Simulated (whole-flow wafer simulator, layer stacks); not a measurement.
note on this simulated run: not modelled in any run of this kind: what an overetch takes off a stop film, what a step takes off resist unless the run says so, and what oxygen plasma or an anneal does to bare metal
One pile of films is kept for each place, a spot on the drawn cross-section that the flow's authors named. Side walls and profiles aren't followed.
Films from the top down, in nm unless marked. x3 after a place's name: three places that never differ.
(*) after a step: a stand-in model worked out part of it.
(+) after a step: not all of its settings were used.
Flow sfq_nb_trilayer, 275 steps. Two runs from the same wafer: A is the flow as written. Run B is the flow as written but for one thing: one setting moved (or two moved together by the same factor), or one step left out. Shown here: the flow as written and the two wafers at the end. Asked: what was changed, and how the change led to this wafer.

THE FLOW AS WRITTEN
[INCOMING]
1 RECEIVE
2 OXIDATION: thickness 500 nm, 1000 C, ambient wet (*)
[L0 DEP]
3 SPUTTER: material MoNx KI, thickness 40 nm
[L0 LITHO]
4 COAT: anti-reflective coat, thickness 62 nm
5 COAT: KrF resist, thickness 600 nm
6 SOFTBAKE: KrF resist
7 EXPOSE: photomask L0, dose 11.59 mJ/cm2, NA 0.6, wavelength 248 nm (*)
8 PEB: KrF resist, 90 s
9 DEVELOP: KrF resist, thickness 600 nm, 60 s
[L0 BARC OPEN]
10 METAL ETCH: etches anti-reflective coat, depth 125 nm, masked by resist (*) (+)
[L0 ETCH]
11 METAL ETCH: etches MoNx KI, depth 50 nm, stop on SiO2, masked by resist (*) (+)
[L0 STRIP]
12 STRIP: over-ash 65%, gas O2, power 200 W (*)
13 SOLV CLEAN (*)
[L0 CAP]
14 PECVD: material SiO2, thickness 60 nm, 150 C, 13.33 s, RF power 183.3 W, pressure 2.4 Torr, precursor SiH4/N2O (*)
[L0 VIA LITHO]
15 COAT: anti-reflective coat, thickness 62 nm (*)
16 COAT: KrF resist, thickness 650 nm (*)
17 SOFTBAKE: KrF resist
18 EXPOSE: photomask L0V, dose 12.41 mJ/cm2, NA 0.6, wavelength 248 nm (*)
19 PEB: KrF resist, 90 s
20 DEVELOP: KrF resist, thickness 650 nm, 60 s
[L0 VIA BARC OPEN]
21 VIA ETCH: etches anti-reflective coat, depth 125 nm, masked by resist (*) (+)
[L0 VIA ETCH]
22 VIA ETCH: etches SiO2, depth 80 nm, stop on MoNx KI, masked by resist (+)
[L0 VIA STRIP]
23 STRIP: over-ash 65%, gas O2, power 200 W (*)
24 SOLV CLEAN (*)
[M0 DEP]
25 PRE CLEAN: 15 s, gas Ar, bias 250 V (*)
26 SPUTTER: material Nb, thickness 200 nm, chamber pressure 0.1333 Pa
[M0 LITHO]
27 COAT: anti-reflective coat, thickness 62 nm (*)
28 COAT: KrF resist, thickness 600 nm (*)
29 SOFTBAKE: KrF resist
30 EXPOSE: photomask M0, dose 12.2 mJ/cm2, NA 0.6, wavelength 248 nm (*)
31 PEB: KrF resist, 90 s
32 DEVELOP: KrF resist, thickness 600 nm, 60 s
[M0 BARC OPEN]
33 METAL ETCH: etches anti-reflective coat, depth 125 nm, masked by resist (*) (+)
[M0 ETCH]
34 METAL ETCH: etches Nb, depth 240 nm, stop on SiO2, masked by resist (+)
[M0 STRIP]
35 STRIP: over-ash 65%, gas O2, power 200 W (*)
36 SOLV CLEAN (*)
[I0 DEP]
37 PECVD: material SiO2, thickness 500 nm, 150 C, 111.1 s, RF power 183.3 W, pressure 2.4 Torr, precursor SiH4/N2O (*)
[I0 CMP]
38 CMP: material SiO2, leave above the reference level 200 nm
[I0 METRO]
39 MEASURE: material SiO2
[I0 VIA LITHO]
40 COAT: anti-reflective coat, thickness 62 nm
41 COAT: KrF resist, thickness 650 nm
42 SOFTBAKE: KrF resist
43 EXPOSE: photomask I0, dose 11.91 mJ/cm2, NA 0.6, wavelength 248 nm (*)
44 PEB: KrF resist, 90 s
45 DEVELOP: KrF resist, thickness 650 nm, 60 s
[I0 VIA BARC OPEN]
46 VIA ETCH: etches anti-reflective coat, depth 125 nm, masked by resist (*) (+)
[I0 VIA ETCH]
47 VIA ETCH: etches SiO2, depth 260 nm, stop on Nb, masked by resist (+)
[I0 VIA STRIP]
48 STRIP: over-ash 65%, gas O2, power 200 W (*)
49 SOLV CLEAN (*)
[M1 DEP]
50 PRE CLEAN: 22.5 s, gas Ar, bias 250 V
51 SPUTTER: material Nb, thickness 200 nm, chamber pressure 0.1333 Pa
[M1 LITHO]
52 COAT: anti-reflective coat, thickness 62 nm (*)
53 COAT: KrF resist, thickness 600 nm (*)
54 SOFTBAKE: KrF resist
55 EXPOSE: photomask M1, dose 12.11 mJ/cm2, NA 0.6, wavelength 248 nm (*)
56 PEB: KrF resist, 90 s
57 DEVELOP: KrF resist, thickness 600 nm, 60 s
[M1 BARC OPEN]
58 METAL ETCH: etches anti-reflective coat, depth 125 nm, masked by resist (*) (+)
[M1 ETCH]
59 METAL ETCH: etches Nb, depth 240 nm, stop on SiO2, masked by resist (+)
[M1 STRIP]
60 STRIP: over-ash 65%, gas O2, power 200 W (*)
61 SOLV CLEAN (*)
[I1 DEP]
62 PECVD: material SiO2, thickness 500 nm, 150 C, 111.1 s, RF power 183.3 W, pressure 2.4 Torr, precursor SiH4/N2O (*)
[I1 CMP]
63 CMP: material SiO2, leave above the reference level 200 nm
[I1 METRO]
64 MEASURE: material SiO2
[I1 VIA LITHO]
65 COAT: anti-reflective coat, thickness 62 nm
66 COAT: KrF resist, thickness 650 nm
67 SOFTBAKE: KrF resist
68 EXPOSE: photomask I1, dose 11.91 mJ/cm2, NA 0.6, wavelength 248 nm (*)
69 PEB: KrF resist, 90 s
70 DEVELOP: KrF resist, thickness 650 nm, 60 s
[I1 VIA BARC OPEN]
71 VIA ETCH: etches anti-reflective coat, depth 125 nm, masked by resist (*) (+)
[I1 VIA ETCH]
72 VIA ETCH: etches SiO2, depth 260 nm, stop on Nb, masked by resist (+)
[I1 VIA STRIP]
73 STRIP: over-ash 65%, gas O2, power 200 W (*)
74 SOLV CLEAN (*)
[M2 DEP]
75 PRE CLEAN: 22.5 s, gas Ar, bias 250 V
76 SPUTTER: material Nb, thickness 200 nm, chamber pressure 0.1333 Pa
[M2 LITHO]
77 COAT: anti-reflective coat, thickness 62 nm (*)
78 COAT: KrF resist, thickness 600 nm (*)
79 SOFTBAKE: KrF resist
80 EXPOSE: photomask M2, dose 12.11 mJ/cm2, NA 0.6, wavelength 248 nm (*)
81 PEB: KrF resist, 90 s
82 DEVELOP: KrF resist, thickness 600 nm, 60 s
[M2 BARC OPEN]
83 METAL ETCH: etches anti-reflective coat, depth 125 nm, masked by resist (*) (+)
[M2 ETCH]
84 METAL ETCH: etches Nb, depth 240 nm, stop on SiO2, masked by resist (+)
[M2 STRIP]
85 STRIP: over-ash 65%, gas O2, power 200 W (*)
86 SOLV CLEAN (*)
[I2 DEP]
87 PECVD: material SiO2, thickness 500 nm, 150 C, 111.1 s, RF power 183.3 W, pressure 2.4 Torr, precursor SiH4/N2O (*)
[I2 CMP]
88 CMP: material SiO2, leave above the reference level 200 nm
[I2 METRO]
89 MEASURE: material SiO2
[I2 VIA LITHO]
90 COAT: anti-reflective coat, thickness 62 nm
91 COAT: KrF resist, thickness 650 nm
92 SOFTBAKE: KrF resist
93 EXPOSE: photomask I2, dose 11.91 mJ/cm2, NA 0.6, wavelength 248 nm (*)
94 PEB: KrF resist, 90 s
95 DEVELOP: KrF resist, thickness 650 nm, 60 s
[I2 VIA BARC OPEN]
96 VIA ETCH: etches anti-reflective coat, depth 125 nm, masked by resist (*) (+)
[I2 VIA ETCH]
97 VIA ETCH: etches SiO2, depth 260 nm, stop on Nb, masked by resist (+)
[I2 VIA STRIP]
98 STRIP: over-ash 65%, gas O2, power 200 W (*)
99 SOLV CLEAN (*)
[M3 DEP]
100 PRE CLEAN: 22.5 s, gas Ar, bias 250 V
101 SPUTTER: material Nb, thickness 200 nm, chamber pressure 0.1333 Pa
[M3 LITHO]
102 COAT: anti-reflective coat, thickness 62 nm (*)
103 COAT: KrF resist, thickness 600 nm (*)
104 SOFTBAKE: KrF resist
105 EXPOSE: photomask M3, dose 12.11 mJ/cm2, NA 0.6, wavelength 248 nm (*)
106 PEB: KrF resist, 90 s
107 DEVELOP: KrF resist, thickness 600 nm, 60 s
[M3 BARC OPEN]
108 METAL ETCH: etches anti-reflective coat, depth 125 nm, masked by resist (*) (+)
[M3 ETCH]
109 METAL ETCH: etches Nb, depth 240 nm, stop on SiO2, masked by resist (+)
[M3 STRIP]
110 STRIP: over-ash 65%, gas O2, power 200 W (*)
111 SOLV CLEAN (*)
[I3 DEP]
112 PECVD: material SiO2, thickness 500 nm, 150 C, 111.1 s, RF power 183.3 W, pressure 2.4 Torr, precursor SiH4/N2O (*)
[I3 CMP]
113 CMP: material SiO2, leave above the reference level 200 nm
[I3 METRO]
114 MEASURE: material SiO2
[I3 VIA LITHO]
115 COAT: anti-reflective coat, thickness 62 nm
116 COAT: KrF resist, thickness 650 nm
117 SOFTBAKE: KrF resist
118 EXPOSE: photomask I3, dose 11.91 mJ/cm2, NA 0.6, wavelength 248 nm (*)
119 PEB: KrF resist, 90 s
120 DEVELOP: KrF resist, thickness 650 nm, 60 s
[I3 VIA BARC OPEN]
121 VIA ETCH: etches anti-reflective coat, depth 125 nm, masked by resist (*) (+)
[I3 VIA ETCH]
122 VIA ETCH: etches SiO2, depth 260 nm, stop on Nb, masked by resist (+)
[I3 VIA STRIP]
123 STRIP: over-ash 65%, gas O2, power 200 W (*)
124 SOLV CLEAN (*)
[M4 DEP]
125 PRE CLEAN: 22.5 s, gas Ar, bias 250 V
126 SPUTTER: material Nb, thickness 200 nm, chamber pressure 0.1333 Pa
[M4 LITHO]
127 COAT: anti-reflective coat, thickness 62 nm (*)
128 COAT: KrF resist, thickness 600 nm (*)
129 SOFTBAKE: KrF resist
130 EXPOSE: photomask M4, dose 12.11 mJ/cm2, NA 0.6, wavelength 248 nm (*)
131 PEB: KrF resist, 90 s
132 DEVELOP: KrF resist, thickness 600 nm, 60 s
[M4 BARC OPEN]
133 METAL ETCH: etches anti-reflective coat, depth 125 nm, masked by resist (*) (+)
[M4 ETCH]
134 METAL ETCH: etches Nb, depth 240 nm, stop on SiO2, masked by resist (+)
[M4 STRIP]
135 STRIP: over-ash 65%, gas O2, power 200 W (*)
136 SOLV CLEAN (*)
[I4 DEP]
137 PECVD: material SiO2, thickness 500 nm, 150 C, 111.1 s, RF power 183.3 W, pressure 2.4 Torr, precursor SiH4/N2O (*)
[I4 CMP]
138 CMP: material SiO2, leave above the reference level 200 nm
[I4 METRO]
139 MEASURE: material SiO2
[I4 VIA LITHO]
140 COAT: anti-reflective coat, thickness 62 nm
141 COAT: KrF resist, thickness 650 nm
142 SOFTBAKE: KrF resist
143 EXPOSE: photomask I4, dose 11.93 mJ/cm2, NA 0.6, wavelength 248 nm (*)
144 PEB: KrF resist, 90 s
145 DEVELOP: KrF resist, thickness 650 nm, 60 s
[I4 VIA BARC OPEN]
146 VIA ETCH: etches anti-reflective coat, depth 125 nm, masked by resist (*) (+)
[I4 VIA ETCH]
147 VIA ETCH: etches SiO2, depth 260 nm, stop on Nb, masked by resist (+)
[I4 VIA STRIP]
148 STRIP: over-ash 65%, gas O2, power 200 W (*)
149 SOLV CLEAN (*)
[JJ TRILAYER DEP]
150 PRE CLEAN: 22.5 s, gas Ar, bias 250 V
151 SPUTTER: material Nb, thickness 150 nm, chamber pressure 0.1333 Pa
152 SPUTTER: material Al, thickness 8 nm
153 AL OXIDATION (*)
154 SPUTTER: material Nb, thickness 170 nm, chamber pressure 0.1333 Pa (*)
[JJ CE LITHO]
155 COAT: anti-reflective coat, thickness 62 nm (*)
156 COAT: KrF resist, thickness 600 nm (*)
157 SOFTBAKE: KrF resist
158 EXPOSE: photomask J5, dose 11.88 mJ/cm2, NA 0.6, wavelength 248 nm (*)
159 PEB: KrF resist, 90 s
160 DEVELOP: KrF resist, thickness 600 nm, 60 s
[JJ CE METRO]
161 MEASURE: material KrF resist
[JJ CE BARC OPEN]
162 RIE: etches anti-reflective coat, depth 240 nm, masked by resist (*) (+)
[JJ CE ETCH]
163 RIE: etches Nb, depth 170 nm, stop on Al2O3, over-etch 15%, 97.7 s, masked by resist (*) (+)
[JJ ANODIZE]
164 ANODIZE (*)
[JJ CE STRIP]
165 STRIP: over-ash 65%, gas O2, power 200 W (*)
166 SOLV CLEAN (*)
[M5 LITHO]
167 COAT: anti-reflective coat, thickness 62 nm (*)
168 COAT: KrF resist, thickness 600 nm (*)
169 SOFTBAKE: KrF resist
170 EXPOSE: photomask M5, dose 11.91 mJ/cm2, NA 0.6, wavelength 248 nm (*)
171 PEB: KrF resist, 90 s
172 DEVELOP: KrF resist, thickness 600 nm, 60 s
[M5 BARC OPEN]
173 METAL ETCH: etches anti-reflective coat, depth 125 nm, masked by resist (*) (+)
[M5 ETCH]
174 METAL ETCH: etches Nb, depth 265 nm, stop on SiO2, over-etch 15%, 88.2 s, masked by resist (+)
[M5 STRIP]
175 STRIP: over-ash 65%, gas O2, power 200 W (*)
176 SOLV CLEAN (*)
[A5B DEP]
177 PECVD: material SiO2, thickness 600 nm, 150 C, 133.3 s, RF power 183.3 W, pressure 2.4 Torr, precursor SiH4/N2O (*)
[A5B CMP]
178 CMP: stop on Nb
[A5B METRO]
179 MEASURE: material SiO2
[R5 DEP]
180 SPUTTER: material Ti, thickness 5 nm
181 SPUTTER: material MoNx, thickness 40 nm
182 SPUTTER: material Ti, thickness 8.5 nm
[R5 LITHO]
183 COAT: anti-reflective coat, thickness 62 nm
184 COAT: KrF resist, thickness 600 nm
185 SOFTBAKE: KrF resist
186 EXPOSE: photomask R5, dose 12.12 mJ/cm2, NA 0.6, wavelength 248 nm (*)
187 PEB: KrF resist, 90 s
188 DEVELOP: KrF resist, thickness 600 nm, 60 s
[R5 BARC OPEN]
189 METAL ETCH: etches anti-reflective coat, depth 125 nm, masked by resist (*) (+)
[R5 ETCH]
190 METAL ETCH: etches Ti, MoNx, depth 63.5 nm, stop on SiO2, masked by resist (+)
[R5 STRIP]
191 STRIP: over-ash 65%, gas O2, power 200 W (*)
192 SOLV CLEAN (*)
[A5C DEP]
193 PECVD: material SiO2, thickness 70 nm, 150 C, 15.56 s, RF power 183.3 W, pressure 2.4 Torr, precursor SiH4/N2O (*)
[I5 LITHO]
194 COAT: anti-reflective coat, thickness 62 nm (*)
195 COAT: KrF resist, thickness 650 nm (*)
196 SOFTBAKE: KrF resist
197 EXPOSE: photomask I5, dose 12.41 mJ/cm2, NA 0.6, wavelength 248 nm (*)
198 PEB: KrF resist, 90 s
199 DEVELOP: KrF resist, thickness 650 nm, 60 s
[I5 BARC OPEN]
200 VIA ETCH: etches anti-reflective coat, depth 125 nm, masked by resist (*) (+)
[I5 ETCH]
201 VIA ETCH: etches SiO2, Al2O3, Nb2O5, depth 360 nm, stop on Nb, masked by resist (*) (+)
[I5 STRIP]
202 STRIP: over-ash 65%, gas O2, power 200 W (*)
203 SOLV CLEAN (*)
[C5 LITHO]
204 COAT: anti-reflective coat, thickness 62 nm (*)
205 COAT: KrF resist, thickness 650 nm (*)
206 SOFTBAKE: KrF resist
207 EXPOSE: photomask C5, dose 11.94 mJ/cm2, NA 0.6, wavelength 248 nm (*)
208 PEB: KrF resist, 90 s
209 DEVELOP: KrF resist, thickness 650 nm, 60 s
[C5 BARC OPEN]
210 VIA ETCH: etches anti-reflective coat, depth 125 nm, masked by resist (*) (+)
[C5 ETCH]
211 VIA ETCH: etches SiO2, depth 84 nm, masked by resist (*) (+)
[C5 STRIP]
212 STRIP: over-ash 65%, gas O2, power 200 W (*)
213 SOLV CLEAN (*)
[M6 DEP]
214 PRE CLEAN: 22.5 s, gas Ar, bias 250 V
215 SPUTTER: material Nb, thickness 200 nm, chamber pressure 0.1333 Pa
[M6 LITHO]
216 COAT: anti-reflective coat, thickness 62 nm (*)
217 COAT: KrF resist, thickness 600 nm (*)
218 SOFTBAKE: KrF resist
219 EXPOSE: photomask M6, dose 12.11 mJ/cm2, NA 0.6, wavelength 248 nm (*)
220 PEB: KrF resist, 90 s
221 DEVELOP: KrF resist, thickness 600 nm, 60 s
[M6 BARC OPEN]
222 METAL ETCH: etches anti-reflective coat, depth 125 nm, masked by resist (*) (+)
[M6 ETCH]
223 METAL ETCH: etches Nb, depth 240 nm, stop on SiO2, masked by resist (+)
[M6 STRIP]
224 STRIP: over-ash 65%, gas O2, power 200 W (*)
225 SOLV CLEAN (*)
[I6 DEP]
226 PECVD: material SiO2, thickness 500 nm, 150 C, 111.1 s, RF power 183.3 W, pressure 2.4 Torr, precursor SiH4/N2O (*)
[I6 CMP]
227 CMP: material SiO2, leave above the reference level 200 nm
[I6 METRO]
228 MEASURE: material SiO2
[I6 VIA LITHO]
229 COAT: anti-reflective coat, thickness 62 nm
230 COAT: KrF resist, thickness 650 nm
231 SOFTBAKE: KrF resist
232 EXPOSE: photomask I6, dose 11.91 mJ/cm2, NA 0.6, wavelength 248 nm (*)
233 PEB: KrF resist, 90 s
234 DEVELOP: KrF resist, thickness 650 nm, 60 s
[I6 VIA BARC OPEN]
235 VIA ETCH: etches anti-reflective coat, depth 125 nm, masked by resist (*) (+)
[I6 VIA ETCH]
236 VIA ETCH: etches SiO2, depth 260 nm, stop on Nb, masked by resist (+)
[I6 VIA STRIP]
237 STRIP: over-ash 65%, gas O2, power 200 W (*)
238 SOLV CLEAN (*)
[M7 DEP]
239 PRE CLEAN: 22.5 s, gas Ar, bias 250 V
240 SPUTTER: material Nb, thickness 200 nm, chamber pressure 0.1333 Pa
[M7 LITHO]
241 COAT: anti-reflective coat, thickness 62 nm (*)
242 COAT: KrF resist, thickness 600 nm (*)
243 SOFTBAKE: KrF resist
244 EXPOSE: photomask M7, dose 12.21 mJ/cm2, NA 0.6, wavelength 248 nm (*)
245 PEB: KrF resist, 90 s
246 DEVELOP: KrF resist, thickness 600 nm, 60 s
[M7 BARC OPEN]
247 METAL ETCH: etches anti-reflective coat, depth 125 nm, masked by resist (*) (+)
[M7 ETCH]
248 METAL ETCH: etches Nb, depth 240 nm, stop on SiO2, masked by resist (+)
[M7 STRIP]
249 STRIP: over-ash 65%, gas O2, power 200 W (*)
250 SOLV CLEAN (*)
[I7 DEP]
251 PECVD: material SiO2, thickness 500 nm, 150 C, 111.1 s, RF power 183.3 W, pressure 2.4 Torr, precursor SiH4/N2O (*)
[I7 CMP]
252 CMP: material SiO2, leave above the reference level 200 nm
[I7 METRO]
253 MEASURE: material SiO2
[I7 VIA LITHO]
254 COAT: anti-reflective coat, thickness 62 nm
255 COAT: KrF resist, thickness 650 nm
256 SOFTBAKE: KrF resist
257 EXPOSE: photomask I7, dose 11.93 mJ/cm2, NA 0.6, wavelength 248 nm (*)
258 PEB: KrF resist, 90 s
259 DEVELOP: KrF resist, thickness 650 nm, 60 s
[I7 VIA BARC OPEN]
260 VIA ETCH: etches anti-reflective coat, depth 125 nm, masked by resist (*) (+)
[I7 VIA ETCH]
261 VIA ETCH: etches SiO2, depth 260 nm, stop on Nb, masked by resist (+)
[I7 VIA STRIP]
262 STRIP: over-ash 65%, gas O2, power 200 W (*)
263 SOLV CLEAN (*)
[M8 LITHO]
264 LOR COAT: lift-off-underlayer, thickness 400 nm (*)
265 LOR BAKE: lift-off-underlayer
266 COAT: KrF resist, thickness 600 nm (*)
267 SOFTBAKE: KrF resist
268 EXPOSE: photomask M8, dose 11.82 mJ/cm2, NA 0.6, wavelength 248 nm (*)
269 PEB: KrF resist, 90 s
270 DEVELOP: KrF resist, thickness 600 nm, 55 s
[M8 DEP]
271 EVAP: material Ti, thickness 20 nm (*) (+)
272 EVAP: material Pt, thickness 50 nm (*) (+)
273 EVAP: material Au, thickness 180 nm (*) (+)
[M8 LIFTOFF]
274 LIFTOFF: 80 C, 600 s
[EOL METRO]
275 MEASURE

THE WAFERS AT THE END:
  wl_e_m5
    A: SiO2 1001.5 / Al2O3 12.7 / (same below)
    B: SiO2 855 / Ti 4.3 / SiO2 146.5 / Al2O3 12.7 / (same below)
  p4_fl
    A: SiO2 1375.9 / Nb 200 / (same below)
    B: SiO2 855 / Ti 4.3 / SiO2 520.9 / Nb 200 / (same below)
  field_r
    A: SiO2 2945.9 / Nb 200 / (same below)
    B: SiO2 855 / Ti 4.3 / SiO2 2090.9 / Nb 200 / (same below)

The cause: step 190, METAL ETCH: depth 49.2 nm was run, where the flow has depth 63.5 nm.

How the change led to this, step by step:
  190 METAL ETCH: etches Ti, MoNx, depth 63.5 nm, stop on SiO2, masked by resist (+)
      field_l, v_sur, via_wl and 92 more: A Ti -8.5 (all of it), MoNx -40 (all of it), Ti -5 (all of it) | B Ti -8.5 (all of it), MoNx -40 (all of it), Ti -0.7
      ce_l, c5j, ce_r, wl_jj: A Ti -8.5 (all of it), MoNx -40 (all of it), Ti -5 (all of it), Nb -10 | B Ti -8.5 (all of it), MoNx -40 (all of it), Ti -0.7
      (and at 7 more places)
  193 PECVD: material SiO2, thickness 70 nm, 150 C, 15.56 s, RF power 183.3 W, pressure 2.4 Torr, precursor SiH4/N2O (*)
      field_l, v_sur, via_wl and 92 more: A SiO2 +70 | B SiO2 +70 (new film)
  194 COAT: anti-reflective coat, thickness 62 nm (*)
      wl_j_sl, wl_j_sr: A anti-reflective coat +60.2 (new film) | B anti-reflective coat +62 (new film)
      r5r_spacepad_l, r5r_spacepad_r: A anti-reflective coat +84.4 (new film) | B anti-reflective coat +82.5 (new film)
      (and at 6 more places)
  201 VIA ETCH: etches SiO2, Al2O3, Nb2O5, depth 360 nm, stop on Nb, masked by resist (*) (+)
      be: A SiO2 -216.4 (all of it), Al2O3 -12.7 (all of it), Nb2O5 -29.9 (all of it) | B SiO2 -69.8 (all of it), Ti -4.3 (all of it), SiO2 -146.5 (all of it), Al2O3 -12.7 (all of it), Nb2O5 -29.9 (all of it)
  202 STRIP: over-ash 65%, gas O2, power 200 W (*)
      wl_j_sl, wl_j_sr: A KrF resist -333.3 (all of it), anti-reflective coat -60.2 (all of it) | B KrF resist -333.1 (all of it), anti-reflective coat -62 (all of it)
      r5r_spacepad_l, r5r_spacepad_r: A KrF resist -335.6 (all of it), anti-reflective coat -84.4 (all of it) | B KrF resist -335.4 (all of it), anti-reflective coat -82.5 (all of it)
      (and at 6 more places)
  204 COAT: anti-reflective coat, thickness 62 nm (*)
      wl_j_sl, wl_j_sr: A anti-reflective coat +60.2 (new film) | B anti-reflective coat +62 (new film)
      r5r_spacepad_l, r5r_spacepad_r: A anti-reflective coat +84.4 (new film) | B anti-reflective coat +82.5 (new film)
      (and at 6 more places)
  210 VIA ETCH: etches anti-reflective coat, depth 125 nm, masked by resist (*) (+)
      c5j: A anti-reflective coat -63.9 (all of it), SiO2 -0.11 | B anti-reflective coat -61.3 (all of it), SiO2 -0.12
  211 VIA ETCH: etches SiO2, depth 84 nm, masked by resist (*) (+)
      c5j: A SiO2 -69.9 (all of it), Nb -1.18 | B SiO2 -69.9 (all of it)
  212 STRIP: over-ash 65%, gas O2, power 200 W (*)
      wl_j_sl, wl_j_sr: A KrF resist -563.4 (all of it), anti-reflective coat -60.2 (all of it) | B KrF resist -562.9 (all of it), anti-reflective coat -62 (all of it)
      r5r_spacepad_l, r5r_spacepad_r: A KrF resist -565.8 (all of it), anti-reflective coat -84.4 (all of it) | B KrF resist -565.2 (all of it), anti-reflective coat -82.5 (all of it)
      (and at 5 more places)
  214 PRE CLEAN: 22.5 s, gas Ar, bias 250 V
      c5j: A Nb -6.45 | B Ti -4.3 (all of it), Nb -0.27
  216 COAT: anti-reflective coat, thickness 62 nm (*)
      wl_j_sl, wl_j_sr: A anti-reflective coat +60.2 (new film) | B anti-reflective coat +62 (new film)
      r5r_spacepad_l, r5r_spacepad_r: A anti-reflective coat +85.7 (new film) | B anti-reflective coat +83.6 (new film)
      (and at 6 more places)
  222 METAL ETCH: etches anti-reflective coat, depth 125 nm, masked by resist (*) (+)
      r5r_spacepad_l, r5r_spacepad_r: A anti-reflective coat -85.7 (all of it) | B anti-reflective coat -83.6 (all of it)
  224 STRIP: over-ash 65%, gas O2, power 200 W (*)
      wl_j_sl, wl_j_sr: A KrF resist -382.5 (all of it), anti-reflective coat -60.2 (all of it) | B KrF resist -382.4 (all of it), anti-reflective coat -62 (all of it)
      jj_sur: A KrF resist -378.5 (all of it), anti-reflective coat -56.1 (all of it) | B KrF resist -377.7 (all of it), anti-reflective coat -58.5 (all of it)
      (and at 5 more places)
  227 CMP: material SiO2, leave above the reference level 200 nm
      ce_l, ce_r, wl_jj: A SiO2 -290 | B SiO2 -300
      r5r_line_l, r5r_line_c, r5r_line_r: A SiO2 -153.5 | B SiO2 -149.2
      (and at 3 more places)
Counting metal films that touch as one body, wl_e_m5 has 7 bodies (between them, from the top down: SiO2 146.5 / Al2O3 12.7 / Nb2O5 29.9; SiO2 192.5; SiO2 192.5; SiO2 192.5; SiO2 192.5; SiO2 192.5); the flow as written gives 6 bodies (between them, from the top down: SiO2 192.5; SiO2 192.5; SiO2 192.5; SiO2 192.5; SiO2 192.5).
Counting metal films that touch as one body, p4_fl has 3 bodies (between them, from the top down: SiO2 520.9; SiO2 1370); the flow as written gives 2 bodies (between them, from the top down: SiO2 1370).
Counting metal films that touch as one body, field_r has 2 bodies (between them, from the top down: SiO2 2090.9); the flow as written gives 1 body.
